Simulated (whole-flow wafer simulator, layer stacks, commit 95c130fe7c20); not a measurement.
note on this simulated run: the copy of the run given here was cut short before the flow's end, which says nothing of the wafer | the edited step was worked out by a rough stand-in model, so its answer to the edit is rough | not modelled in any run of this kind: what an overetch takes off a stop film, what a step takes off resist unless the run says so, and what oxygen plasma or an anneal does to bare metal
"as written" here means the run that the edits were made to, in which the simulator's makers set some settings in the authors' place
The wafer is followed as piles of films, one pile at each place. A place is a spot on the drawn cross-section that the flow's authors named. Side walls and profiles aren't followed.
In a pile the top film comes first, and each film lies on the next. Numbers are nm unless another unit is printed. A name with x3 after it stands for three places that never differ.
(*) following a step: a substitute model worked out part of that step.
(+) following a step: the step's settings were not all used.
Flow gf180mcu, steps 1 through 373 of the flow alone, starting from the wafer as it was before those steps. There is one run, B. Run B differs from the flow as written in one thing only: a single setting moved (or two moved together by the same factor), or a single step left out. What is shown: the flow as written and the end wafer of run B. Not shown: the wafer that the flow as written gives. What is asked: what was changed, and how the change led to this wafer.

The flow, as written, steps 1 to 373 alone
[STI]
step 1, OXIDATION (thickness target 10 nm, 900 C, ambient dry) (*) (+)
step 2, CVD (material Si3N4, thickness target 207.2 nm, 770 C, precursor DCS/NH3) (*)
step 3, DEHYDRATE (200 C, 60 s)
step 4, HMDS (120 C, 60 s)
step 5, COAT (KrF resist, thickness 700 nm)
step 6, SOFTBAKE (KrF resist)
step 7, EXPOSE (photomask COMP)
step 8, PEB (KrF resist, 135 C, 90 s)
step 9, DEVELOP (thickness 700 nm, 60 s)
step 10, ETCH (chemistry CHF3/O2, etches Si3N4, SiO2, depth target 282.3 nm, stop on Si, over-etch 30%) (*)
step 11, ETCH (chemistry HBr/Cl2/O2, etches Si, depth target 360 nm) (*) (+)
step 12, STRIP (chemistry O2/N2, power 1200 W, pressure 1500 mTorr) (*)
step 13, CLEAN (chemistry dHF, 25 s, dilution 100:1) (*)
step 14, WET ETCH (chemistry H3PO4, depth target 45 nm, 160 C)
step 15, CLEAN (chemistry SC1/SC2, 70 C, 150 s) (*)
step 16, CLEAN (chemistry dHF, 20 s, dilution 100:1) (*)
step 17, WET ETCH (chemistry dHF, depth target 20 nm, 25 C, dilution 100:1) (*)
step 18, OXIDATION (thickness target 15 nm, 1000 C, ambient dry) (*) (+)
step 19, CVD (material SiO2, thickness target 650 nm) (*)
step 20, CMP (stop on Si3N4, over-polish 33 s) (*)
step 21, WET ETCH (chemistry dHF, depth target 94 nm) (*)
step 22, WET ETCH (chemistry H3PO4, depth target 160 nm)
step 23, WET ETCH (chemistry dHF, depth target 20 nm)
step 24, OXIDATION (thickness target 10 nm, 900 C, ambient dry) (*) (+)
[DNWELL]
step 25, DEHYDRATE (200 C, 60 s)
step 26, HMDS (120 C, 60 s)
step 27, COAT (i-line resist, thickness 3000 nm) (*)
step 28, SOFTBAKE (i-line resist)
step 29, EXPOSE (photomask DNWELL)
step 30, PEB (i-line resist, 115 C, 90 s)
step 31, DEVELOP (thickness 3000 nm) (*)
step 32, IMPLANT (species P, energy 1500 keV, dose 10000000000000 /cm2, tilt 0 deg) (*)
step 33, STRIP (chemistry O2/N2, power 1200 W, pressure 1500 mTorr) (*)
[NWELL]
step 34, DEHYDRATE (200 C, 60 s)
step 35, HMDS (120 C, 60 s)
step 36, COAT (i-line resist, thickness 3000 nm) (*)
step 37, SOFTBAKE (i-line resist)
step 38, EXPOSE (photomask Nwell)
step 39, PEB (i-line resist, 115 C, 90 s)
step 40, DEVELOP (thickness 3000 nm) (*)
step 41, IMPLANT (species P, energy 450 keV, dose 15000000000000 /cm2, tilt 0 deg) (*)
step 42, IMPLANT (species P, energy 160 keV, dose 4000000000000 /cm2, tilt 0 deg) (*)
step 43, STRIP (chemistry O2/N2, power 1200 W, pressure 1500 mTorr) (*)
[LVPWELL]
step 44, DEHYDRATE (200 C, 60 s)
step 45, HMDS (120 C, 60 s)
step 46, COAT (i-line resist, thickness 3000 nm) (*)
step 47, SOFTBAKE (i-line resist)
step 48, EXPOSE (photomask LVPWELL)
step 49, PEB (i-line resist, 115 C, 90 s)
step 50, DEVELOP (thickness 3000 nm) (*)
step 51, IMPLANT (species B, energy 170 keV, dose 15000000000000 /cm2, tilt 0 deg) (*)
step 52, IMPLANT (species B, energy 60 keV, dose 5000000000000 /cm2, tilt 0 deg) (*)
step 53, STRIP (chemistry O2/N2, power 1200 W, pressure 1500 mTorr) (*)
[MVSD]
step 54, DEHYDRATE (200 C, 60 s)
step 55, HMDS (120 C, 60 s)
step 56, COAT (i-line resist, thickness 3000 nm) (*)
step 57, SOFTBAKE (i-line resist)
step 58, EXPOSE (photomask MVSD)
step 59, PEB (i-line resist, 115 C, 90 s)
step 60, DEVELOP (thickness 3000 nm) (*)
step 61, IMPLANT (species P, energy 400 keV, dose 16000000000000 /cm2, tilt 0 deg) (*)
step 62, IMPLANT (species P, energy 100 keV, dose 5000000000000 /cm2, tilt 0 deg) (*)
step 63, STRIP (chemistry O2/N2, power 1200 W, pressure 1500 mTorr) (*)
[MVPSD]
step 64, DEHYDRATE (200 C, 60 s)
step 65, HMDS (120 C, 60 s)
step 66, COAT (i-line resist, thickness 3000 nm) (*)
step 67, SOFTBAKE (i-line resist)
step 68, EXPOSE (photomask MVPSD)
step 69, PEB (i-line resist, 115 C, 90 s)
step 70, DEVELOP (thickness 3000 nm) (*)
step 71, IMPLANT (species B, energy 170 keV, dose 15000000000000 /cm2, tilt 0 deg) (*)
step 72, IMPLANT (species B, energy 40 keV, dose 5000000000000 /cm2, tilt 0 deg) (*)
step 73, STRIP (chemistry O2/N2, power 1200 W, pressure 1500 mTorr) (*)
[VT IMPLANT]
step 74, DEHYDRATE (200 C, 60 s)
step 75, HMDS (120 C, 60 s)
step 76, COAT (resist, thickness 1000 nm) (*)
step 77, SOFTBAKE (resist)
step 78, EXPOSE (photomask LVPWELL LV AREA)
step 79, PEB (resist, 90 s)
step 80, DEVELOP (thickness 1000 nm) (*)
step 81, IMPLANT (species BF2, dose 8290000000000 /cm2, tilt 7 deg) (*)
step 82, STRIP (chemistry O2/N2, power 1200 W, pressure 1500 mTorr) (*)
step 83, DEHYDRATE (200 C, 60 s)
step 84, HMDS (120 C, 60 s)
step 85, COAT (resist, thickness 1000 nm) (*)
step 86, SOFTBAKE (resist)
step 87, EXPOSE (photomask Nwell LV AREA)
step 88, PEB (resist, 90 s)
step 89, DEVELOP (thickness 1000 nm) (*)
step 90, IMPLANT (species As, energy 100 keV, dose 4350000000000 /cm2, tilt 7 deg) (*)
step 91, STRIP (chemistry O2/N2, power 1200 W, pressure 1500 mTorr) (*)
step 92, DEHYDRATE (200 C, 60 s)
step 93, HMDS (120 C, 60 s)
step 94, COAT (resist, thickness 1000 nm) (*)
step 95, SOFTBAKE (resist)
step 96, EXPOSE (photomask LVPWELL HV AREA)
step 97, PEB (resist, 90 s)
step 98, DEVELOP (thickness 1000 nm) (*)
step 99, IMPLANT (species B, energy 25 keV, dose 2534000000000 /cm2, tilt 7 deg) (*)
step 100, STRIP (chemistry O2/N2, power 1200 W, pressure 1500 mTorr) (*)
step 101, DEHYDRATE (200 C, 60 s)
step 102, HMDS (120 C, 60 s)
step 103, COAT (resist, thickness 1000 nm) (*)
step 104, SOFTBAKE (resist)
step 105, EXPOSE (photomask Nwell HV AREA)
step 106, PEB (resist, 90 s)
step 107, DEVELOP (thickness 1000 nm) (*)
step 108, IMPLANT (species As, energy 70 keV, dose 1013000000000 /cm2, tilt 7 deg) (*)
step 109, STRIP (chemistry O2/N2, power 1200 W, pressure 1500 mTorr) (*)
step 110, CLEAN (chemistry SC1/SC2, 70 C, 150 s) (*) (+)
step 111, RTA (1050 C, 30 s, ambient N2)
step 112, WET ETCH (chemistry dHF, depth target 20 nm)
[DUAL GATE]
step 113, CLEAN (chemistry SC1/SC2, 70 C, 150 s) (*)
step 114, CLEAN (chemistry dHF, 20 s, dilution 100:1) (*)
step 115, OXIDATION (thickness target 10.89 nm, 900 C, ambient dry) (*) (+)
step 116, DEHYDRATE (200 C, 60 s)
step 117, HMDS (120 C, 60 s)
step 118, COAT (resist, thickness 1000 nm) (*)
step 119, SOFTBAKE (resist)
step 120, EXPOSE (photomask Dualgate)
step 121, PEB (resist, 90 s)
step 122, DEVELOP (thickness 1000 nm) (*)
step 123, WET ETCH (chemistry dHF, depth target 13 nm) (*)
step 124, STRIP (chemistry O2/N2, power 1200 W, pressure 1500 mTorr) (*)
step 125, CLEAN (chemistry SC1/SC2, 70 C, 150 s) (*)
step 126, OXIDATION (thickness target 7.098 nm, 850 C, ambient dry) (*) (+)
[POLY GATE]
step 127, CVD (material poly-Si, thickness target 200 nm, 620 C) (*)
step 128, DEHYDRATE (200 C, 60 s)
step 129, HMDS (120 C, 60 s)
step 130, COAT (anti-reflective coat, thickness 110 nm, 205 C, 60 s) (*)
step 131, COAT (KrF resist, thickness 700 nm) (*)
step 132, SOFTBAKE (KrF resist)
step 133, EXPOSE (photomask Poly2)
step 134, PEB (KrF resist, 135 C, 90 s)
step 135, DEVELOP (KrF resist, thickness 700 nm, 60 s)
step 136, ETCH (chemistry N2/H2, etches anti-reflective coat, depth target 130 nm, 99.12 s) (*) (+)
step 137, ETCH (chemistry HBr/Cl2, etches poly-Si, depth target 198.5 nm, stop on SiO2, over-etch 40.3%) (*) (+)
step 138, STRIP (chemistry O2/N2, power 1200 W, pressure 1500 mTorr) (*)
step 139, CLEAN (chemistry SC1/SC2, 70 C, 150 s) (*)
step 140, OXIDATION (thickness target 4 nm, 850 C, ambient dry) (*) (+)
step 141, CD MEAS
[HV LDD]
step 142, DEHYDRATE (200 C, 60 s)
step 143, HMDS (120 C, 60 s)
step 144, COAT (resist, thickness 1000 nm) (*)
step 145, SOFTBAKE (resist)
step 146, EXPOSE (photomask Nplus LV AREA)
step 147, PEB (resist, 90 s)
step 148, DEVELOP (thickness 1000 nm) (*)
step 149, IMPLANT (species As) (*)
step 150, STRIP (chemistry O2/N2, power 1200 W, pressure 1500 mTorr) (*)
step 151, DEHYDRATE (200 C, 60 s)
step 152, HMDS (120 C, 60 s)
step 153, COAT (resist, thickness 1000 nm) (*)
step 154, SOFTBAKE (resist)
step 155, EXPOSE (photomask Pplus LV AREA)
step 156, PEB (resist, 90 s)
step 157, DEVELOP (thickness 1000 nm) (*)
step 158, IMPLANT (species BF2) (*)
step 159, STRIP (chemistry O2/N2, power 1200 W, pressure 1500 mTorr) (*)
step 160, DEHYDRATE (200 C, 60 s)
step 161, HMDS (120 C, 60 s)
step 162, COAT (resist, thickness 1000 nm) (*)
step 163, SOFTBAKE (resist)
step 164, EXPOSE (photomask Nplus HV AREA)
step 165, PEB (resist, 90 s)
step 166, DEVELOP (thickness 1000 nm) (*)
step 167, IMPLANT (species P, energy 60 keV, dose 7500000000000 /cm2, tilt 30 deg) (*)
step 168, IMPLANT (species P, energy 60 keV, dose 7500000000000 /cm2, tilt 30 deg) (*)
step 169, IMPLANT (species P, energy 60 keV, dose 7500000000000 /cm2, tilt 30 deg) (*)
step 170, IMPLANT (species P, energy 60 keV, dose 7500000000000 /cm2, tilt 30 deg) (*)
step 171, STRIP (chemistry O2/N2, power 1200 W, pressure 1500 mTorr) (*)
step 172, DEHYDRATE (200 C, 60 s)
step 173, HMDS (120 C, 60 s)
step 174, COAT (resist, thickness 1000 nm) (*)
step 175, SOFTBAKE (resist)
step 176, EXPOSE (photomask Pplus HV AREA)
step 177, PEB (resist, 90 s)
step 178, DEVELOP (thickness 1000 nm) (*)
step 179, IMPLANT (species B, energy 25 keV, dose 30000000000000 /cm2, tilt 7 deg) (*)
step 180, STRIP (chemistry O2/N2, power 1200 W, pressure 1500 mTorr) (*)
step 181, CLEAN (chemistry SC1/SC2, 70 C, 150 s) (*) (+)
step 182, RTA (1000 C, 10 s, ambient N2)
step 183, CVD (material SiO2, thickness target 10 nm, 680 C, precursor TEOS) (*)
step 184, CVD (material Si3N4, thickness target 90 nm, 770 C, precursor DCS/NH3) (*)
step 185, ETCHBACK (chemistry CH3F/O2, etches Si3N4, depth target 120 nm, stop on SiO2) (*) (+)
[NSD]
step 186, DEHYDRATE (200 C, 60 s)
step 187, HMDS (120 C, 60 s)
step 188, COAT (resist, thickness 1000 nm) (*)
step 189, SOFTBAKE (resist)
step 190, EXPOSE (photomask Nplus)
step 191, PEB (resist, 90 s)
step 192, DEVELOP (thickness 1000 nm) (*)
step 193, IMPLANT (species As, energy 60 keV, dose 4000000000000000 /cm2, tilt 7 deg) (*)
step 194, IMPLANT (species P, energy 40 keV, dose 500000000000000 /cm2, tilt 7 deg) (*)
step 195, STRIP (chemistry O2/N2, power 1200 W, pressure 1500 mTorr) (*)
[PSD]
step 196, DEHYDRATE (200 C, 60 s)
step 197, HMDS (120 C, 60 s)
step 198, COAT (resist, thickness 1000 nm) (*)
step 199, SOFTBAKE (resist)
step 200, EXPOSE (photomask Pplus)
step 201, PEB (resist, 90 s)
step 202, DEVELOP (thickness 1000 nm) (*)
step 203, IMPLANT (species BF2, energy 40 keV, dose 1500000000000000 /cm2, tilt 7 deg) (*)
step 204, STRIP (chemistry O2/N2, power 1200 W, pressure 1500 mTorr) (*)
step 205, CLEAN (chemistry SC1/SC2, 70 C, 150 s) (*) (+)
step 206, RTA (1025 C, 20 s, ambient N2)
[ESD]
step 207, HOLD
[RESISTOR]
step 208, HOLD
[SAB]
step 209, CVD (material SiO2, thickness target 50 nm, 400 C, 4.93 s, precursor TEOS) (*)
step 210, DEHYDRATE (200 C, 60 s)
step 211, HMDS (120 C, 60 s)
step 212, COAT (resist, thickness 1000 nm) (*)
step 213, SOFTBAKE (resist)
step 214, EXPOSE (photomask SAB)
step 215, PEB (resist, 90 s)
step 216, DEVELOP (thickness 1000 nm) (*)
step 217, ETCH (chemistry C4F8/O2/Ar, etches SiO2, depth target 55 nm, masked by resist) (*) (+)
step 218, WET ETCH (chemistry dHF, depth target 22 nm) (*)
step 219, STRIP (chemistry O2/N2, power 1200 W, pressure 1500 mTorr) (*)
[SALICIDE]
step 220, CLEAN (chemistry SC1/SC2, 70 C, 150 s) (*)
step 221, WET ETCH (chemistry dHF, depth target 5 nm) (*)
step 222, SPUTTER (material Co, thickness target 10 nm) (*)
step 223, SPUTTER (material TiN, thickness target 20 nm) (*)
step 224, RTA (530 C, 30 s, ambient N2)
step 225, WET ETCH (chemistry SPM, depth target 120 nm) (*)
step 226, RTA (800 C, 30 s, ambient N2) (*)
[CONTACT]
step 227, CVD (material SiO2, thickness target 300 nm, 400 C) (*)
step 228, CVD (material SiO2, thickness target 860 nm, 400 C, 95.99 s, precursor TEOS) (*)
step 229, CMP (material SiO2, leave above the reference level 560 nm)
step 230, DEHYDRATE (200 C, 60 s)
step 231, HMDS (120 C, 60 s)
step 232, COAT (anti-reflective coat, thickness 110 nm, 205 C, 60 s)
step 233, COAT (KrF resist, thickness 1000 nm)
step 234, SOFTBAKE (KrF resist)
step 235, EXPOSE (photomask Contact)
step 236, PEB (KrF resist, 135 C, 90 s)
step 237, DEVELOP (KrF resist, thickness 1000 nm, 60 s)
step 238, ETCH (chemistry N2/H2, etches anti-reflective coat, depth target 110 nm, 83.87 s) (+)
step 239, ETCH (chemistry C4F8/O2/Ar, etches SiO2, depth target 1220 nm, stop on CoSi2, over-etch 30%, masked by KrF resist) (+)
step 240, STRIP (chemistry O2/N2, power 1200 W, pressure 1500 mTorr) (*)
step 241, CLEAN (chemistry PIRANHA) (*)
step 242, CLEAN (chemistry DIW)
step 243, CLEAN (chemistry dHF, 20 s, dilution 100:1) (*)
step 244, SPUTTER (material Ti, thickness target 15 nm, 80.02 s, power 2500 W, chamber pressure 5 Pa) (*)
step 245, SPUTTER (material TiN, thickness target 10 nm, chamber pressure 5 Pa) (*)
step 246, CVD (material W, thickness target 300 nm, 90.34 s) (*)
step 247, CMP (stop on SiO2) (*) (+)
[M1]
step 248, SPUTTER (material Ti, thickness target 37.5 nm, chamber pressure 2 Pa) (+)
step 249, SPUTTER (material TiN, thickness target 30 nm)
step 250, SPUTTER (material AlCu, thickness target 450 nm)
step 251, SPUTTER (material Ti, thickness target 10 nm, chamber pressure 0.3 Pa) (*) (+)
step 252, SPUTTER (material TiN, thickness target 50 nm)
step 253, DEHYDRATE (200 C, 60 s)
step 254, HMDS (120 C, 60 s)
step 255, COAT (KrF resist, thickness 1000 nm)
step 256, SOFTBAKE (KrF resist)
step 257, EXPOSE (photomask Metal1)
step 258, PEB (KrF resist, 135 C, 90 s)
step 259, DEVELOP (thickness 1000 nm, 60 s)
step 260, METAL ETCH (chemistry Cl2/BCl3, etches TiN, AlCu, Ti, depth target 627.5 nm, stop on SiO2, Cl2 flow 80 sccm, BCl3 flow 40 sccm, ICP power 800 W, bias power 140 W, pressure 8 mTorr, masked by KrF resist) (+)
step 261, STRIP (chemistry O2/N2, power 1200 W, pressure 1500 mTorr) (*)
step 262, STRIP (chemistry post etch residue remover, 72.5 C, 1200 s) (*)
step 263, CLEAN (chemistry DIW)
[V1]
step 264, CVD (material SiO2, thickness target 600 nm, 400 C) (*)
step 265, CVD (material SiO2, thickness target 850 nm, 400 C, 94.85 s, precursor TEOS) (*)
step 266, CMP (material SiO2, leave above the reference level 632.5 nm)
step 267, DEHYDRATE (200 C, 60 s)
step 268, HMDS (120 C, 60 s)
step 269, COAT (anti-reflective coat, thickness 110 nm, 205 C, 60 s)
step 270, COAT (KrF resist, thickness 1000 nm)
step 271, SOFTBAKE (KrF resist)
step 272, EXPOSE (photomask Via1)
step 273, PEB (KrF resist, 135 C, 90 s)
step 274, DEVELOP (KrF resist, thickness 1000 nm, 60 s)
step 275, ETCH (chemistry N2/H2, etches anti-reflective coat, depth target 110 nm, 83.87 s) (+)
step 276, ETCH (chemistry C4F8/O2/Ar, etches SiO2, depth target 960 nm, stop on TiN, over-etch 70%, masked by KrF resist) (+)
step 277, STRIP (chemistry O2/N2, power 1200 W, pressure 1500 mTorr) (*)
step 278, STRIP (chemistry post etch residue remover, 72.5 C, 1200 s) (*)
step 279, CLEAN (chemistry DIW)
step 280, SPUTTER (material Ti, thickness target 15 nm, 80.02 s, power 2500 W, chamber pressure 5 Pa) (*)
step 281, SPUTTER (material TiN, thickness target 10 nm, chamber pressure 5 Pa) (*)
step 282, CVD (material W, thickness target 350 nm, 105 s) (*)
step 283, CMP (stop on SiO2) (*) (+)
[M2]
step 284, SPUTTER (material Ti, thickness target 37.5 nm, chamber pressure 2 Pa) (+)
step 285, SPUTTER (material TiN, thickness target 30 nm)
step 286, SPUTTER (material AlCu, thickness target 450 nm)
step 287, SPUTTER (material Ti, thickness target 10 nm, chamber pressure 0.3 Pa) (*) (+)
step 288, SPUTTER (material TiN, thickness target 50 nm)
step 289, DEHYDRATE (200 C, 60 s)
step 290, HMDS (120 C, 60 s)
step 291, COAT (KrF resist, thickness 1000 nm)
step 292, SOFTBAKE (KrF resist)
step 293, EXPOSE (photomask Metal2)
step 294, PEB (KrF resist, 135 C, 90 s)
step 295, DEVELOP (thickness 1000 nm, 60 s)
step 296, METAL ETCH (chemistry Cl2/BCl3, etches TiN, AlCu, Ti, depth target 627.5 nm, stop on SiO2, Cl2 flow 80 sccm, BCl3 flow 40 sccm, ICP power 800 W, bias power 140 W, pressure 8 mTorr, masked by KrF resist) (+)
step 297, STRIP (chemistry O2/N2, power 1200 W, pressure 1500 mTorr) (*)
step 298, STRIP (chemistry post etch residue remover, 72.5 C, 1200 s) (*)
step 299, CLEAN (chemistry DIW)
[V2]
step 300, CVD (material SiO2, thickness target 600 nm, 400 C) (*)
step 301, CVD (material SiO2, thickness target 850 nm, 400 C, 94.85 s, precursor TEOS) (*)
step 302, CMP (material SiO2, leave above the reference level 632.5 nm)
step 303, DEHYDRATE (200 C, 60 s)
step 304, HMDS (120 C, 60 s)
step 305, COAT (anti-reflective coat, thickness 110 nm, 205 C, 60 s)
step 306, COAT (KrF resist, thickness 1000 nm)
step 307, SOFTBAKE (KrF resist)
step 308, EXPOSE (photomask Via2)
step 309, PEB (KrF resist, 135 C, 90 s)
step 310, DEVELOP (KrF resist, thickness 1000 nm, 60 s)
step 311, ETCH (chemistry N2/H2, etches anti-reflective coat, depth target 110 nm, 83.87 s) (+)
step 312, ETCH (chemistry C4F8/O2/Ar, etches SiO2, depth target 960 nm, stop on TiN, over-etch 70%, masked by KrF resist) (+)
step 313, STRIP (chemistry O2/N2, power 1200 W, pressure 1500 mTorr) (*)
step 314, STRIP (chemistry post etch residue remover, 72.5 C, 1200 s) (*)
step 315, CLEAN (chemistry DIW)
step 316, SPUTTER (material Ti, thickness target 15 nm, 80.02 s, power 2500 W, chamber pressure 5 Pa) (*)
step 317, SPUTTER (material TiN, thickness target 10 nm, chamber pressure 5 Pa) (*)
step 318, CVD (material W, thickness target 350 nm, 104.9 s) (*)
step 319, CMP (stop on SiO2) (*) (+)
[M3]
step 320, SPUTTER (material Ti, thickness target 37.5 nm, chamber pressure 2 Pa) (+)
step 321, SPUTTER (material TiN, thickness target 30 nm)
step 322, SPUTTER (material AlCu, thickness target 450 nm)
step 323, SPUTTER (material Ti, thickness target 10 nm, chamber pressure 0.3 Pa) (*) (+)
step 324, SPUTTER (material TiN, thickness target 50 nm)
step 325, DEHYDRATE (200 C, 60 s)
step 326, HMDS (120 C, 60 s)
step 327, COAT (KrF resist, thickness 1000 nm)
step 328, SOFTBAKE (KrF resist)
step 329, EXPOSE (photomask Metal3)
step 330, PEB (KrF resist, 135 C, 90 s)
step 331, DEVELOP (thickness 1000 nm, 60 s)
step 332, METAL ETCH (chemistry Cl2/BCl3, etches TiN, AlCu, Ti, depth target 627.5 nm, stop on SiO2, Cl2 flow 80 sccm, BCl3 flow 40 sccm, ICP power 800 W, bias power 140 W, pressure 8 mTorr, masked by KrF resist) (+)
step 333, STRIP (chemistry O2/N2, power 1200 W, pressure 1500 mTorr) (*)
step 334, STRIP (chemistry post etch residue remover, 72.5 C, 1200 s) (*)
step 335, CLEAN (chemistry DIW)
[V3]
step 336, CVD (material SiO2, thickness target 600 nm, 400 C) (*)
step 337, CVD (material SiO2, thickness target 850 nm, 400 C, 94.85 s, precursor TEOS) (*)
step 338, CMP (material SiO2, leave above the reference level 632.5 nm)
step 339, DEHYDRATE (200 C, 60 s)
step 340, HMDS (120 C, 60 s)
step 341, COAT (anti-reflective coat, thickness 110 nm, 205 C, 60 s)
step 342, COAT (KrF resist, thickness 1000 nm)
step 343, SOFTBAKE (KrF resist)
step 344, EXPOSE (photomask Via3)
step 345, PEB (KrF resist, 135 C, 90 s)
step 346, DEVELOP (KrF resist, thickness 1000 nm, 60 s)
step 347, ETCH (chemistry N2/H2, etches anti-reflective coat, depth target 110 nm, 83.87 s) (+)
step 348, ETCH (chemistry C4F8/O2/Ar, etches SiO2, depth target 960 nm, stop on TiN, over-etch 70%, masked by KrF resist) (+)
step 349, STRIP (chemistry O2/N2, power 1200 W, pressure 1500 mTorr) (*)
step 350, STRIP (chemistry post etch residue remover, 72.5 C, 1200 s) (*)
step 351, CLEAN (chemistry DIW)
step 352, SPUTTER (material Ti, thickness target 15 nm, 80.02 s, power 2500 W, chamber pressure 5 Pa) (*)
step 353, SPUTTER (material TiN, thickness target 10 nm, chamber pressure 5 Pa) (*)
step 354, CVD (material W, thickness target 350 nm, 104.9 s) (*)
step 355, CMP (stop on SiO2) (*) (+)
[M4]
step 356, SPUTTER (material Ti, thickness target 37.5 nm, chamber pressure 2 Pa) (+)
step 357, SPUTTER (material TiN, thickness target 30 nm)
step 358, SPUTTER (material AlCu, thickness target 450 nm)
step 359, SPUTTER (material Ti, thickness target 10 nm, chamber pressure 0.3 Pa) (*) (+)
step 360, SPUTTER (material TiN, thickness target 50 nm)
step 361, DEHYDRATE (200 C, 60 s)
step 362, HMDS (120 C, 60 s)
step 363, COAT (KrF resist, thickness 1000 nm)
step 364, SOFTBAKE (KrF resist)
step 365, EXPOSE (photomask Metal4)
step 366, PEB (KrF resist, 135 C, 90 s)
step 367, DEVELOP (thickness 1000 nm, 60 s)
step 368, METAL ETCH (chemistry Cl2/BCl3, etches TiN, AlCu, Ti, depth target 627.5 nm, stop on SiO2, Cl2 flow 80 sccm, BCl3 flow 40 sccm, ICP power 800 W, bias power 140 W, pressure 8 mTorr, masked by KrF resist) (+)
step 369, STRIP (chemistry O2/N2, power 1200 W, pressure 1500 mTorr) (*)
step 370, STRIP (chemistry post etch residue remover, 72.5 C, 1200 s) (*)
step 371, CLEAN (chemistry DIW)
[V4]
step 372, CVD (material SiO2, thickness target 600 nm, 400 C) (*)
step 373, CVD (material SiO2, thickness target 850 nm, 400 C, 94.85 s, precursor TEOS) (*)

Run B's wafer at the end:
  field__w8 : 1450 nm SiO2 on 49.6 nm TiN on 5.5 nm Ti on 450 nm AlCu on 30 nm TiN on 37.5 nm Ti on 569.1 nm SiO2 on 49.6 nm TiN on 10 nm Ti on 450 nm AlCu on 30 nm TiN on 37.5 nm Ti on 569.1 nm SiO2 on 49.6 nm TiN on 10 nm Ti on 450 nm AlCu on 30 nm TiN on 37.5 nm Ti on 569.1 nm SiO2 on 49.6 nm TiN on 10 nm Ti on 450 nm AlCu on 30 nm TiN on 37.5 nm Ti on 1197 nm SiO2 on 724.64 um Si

The reason: step 359, SPUTTER: thickness target 5.5 nm was run, while the flow as written has thickness target 10 nm.
The wafer lets one read it off: field__w8 has Ti 5.5, and step 359 as written asks for 10 nm.

The path from the change to this, step by step:
  step 359, SPUTTER (material Ti, thickness target 10 nm, chamber pressure 0.3 Pa) (*) (+)
      field, field__w1, field__w2 and 108 more: +5.5 Ti (new film) (in the flow as written it would be: +10 Ti (new film))
  step 368, METAL ETCH (chemistry Cl2/BCl3, etches TiN, AlCu, Ti, depth target 627.5 nm, stop on SiO2, Cl2 flow 80 sccm, BCl3 flow 40 sccm, ICP power 800 W, bias power 140 W, pressure 8 mTorr, masked by KrF resist) (+)
      field, field__w1, field__w2 and 103 more: -50 TiN (all of it), -5.5 Ti (all of it), -450 AlCu (all of it), -30 TiN (all of it), -37.5 Ti (all of it) (in the flow as written it would be: -50 TiN (all of it), -10 Ti (all of it), -450 AlCu (all of it), -30 TiN (all of it), -37.5 Ti (all of it))
